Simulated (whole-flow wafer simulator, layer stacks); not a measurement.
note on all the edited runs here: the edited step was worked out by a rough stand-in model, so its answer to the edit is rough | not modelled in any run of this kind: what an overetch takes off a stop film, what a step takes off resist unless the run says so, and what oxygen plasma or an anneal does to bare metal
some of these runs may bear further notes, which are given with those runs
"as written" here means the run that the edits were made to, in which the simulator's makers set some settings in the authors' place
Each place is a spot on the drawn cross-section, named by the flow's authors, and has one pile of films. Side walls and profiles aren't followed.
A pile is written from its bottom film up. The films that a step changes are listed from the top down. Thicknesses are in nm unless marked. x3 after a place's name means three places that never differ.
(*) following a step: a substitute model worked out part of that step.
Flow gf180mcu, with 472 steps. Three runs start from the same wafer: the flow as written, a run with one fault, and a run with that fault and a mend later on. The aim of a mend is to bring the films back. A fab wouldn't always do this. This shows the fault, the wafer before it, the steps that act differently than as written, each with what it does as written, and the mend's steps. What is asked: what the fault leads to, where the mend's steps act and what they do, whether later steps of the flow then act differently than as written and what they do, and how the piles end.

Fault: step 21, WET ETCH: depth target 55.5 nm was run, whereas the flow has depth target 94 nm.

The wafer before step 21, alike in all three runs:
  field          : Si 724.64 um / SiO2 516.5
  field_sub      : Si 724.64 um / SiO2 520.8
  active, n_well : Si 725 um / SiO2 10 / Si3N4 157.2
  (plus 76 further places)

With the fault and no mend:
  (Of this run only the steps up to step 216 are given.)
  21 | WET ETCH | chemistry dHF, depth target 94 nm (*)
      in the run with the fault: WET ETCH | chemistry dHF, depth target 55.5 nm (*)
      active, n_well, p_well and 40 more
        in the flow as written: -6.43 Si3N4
        in the run with the fault: -3.83 Si3N4
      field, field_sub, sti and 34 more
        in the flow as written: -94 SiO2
        in the run with the fault: -55.5 SiO2
  Steps later in the flow that act otherwise than as written (30 more steps, not shown, differ only slightly: by at most 2% or 0.5 nm, whichever is larger):
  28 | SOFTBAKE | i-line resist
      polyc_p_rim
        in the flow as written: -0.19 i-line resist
        in the run with the fault: +0.33 i-line resist
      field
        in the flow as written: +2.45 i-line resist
        in the run with the fault: +5.24 i-line resist
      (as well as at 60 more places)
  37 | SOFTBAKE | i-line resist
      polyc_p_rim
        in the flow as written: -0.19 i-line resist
        in the run with the fault: +0.33 i-line resist
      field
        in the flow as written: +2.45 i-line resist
        in the run with the fault: +5.24 i-line resist
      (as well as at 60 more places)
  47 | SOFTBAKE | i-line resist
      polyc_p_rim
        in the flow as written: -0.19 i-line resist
        in the run with the fault: +0.33 i-line resist
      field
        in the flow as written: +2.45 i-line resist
        in the run with the fault: +5.24 i-line resist
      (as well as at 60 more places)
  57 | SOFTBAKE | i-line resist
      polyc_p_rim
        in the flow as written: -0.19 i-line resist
        in the run with the fault: +0.33 i-line resist
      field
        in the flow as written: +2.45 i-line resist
        in the run with the fault: +5.24 i-line resist
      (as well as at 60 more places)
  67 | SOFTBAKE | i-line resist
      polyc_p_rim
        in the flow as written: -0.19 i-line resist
        in the run with the fault: +0.33 i-line resist
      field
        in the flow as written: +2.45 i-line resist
        in the run with the fault: +5.24 i-line resist
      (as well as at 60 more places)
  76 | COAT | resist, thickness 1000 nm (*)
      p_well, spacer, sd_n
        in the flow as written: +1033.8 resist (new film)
        in the run with the fault: +1071.3 resist (new film)
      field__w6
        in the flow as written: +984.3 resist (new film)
        in the run with the fault: +962.4 resist (new film)
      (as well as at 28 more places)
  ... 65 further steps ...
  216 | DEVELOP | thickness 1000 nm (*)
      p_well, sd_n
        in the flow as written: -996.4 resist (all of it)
        in the run with the fault: -1032.2 resist (all of it)
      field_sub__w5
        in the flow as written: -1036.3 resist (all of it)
        in the run with the fault: -1011.2 resist (all of it)
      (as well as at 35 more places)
  After step 216, at field, field__w1, field__w2 and 72 more, the piles differ from the flow's by more than 2% or 0.5 nm, whichever is larger.
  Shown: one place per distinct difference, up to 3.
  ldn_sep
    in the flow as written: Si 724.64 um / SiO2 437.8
    in the run with the fault: Si 724.64 um / SiO2 476.1
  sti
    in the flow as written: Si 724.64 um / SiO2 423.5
    in the run with the fault: Si 724.64 um / SiO2 461.8
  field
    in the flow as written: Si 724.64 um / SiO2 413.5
    in the run with the fault: Si 724.64 um / SiO2 451.8

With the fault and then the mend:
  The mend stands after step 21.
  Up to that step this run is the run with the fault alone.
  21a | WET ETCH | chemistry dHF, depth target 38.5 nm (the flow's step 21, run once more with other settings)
      field, field_sub, sti and 34 more
        -38.5 SiO2
  None of the later steps of the flow differs from how it acts as written, at any place that is followed, by more than 2% or 0.5 nm, whichever is larger.
  At every place that both follow, the piles at the end match the flow's.
